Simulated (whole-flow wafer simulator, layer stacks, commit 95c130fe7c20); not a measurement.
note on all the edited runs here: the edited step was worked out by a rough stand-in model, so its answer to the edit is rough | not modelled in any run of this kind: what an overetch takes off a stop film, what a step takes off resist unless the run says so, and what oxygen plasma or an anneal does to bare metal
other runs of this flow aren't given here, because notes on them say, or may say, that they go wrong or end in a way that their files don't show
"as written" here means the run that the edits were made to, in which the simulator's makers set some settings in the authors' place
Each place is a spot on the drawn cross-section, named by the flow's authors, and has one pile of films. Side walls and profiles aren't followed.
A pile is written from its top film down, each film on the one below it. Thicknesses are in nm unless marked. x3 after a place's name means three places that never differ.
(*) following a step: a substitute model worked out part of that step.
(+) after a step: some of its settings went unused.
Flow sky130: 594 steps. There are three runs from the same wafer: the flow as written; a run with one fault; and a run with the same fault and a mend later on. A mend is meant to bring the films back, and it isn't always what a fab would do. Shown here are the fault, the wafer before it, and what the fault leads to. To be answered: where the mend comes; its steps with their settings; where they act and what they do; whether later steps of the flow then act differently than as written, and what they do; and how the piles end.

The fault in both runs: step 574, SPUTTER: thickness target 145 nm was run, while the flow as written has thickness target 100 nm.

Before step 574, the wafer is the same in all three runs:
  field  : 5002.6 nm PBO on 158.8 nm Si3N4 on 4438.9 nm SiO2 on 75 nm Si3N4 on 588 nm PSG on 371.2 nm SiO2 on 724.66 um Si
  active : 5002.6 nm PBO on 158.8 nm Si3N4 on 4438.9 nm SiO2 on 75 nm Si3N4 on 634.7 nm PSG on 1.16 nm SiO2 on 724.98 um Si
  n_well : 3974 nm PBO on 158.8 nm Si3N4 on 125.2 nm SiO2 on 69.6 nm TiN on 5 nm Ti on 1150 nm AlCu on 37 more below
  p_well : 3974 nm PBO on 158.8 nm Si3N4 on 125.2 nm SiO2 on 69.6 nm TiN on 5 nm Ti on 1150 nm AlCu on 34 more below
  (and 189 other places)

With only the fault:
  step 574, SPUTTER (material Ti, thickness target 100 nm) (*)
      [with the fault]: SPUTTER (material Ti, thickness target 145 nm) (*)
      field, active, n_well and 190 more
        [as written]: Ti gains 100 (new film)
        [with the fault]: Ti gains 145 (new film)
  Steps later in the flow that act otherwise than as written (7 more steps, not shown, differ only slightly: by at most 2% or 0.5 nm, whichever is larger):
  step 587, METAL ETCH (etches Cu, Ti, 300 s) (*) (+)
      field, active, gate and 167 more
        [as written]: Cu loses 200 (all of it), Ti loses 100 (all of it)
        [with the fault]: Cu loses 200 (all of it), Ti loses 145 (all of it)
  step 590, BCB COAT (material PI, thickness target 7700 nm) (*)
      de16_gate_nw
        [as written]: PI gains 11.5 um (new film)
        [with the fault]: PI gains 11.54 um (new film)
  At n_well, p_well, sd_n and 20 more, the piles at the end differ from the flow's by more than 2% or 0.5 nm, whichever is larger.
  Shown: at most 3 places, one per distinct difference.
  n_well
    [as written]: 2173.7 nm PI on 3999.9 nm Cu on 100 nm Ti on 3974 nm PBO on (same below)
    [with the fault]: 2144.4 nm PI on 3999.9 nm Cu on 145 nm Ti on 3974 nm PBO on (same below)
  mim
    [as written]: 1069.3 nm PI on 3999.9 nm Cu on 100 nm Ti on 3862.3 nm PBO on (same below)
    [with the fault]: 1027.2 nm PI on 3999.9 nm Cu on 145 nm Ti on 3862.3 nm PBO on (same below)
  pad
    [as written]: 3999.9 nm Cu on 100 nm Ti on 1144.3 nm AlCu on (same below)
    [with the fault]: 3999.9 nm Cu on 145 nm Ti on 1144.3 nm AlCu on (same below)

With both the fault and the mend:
  After step 574 comes the mend.
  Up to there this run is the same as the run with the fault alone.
  step 574a, ETCH (chemistry CF4/O2, etches Si3N4, SiO2, TiN, Ti, depth target 45 nm) (the flow's step 554, run once more with other settings)
      field, active, n_well and 190 more
        Ti loses 45
  Every later step of the flow that is run acts as written, at every place that is followed, to within 2% or 0.5 nm, whichever is larger.
  By the end, the piles equal the flow's at every place that both follow.
